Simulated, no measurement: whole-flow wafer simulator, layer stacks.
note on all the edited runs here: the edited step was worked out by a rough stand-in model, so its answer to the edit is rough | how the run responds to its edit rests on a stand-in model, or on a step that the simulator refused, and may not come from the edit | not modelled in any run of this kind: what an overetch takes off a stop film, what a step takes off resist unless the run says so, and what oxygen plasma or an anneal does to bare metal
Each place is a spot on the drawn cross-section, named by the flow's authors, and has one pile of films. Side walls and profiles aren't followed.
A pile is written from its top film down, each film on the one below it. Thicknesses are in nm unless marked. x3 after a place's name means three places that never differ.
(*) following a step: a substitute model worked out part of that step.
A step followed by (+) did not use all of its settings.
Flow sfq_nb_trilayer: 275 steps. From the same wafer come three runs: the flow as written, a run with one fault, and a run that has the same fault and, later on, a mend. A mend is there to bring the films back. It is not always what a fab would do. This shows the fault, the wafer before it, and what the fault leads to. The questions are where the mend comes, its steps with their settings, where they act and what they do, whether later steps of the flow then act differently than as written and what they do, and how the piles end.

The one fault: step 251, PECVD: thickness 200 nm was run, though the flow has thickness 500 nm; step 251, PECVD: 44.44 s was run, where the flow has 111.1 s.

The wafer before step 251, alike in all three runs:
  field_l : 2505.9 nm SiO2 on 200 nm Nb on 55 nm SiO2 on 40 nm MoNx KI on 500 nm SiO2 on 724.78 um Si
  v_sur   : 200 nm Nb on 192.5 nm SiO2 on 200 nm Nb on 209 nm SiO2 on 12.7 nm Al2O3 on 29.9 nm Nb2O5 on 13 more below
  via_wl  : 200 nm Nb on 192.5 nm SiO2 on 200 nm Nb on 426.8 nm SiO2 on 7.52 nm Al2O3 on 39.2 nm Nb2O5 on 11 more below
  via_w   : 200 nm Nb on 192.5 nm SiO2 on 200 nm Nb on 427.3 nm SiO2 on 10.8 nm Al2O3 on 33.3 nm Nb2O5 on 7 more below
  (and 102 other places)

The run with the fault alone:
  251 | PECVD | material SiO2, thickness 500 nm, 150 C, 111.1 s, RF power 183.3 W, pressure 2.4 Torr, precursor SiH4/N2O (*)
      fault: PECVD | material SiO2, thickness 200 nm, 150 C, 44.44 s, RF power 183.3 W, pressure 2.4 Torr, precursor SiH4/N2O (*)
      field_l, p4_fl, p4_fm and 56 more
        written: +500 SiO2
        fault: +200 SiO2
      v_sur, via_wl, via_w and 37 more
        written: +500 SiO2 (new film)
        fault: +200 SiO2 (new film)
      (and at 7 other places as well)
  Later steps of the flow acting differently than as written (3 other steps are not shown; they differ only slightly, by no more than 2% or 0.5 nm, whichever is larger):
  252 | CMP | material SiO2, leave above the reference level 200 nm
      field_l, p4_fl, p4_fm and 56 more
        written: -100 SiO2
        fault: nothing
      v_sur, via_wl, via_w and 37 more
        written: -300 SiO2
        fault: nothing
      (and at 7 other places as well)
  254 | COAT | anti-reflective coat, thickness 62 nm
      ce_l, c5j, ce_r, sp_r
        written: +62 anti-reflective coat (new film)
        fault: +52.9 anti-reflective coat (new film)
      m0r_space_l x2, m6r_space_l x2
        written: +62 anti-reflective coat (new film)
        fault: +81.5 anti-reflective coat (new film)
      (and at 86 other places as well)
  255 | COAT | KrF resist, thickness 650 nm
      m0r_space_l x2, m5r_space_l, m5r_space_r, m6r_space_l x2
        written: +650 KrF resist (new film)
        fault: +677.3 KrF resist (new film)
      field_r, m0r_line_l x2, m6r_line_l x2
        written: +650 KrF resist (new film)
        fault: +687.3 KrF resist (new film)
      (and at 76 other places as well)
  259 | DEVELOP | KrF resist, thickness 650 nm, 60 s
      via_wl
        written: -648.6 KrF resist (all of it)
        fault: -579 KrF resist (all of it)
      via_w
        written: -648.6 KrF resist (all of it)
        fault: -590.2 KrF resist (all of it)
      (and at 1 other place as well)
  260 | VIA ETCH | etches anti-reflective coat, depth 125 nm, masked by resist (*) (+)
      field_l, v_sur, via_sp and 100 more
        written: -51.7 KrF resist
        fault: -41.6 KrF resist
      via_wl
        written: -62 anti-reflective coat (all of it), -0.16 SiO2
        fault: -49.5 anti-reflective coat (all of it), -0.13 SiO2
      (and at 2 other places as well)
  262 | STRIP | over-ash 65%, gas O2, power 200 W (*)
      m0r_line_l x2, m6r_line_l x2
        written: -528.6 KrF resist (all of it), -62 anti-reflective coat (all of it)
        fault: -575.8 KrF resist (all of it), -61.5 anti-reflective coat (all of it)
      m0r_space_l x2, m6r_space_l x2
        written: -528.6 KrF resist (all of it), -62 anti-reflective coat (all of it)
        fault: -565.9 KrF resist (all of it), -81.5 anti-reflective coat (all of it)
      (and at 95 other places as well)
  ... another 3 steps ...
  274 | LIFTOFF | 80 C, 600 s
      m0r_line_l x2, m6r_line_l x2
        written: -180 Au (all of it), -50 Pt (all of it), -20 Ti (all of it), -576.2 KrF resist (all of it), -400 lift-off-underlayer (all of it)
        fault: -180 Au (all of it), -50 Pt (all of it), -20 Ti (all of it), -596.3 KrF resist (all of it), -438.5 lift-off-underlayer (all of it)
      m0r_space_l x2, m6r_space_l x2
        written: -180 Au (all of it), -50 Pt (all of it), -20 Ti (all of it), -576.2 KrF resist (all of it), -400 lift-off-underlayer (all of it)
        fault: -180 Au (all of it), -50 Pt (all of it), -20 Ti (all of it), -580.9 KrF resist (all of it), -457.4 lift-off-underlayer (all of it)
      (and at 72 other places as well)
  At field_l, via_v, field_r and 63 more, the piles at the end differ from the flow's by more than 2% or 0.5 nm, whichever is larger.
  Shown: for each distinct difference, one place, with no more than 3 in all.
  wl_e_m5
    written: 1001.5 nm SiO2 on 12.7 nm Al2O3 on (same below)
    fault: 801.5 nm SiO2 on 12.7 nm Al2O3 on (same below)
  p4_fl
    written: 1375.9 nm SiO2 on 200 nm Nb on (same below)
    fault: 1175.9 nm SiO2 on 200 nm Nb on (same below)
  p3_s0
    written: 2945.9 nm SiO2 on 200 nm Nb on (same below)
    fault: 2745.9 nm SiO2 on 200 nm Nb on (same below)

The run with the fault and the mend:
  The mend stands after step 251.
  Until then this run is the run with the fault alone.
  251a | PECVD | material SiO2, thickness 300 nm, 150 C, 66.67 s, RF power 183.3 W, pressure 2.4 Torr, precursor SiH4/N2O (*) (the flow's step 251, run once more with other settings)
      field_l, v_sur, via_wl and 96 more
        +300 SiO2
      field_r, lsp_l
        +272.6 SiO2
      l0_sur, l0v
        +293.1 SiO2
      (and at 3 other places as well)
  Later steps of the flow acting differently than as written:
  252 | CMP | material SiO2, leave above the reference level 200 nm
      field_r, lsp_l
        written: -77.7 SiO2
        mend: -65.1 SiO2
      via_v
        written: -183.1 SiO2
        mend: -157.1 SiO2
  At every place that both follow, the piles at the end match the flow's.
